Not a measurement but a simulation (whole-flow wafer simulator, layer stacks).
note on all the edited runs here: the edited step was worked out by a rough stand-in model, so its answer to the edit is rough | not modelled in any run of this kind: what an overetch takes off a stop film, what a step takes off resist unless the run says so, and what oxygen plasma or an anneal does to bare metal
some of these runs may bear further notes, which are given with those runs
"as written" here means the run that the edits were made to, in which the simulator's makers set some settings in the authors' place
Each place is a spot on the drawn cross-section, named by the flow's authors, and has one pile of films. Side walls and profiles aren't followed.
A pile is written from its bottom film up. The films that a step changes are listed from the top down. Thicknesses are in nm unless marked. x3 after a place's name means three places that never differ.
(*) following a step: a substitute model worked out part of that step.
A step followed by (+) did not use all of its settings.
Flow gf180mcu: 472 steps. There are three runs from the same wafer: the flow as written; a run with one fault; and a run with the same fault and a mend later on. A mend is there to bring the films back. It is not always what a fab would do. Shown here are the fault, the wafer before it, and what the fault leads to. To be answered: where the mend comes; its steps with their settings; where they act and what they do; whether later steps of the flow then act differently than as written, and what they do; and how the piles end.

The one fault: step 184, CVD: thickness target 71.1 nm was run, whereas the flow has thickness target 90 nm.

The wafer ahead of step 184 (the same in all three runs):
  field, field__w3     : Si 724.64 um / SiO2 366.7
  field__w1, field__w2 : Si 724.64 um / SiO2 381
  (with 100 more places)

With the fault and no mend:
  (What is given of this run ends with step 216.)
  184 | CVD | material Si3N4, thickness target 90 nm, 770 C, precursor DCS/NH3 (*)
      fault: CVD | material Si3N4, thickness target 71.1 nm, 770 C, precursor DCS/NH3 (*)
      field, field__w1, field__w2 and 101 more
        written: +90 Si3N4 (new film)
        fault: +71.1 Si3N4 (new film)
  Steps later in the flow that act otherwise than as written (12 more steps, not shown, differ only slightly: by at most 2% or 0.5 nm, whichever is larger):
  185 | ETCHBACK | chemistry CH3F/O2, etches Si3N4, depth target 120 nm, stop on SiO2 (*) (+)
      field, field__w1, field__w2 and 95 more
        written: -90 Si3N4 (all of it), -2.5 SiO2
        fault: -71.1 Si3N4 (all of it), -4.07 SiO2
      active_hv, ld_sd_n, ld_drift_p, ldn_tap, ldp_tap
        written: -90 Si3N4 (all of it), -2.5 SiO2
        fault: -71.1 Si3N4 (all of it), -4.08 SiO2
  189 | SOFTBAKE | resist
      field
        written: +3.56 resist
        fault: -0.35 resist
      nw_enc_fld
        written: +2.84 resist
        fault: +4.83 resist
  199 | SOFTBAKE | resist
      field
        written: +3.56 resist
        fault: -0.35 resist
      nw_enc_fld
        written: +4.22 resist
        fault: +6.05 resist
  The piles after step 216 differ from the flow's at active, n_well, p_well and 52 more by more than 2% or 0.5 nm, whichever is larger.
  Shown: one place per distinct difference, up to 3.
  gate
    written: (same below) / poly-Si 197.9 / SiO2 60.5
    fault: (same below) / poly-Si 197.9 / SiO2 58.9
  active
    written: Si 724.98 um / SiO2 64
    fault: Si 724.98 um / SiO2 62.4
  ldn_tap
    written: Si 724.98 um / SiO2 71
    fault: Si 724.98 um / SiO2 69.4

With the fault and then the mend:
  The mend follows step 184.
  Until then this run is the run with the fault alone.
  184a | CVD | material Si3N4, thickness target 18.9 nm, 770 C, precursor DCS/NH3 (*) (a further turn of the flow's step 184, with different settings)
      field, field__w1, field__w2 and 101 more
        +18.9 Si3N4
  Later steps of the flow that are run all act as written at every place that is followed, up to a difference of at most 2% or 0.5 nm, whichever is larger.
  At every place that both follow, the piles at the end match the flow's.
